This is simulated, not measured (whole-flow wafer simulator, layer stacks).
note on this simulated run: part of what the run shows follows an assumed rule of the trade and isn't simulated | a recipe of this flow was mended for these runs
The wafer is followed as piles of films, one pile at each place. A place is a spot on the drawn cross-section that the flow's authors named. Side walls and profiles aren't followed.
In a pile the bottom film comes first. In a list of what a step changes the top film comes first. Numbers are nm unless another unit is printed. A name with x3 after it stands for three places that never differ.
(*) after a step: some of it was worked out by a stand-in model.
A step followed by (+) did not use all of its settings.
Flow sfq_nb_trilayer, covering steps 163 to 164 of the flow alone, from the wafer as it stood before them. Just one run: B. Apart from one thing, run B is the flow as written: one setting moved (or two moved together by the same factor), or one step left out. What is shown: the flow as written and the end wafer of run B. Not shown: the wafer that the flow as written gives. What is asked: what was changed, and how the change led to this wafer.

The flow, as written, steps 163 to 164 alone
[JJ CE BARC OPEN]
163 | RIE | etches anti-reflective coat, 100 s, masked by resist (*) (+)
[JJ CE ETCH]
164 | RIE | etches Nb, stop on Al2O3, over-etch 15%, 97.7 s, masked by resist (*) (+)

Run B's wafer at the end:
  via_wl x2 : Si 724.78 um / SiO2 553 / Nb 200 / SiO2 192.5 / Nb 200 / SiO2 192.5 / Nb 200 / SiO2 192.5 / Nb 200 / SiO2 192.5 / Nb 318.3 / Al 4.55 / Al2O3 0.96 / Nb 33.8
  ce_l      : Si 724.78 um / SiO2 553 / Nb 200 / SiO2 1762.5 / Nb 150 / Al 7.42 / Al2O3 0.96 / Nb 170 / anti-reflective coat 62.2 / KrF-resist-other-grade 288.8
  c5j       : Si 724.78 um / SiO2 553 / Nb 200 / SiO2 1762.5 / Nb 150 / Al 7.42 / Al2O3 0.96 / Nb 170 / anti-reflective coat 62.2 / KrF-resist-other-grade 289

The reason: step 163, RIE: 75 s was run, while the flow as written has 100 s.

The path from the change to this, step by step:
  163 | RIE | etches anti-reflective coat, 100 s, masked by resist (*) (+)
      via_wl x2: anti-reflective coat loses 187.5 (in the flow as written it would be: anti-reflective coat loses 224.3 (all of it))
      ce_l, c5j, ce_r, wl_jj: KrF-resist-other-grade loses 187.5 (in the flow as written it would be: KrF-resist-other-grade loses 250)
  164 | RIE | etches Nb, stop on Al2O3, over-etch 15%, 97.7 s, masked by resist (*) (+)
      via_wl x2: anti-reflective coat loses 36.8 (all of it), Nb loses 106 (in the flow as written it would be: Nb loses 139.9 (all of it), Al2O3 loses 0.96 (all of it))
Taking metal films that touch as one body, via_wl x2 has 6 bodies (between them, from the top down: Al2O3 0.96; SiO2 192.5; SiO2 192.5; SiO2 192.5; SiO2 192.5); the flow as written gives 5 bodies (between them, from the top down: SiO2 192.5; SiO2 192.5; SiO2 192.5; SiO2 192.5).
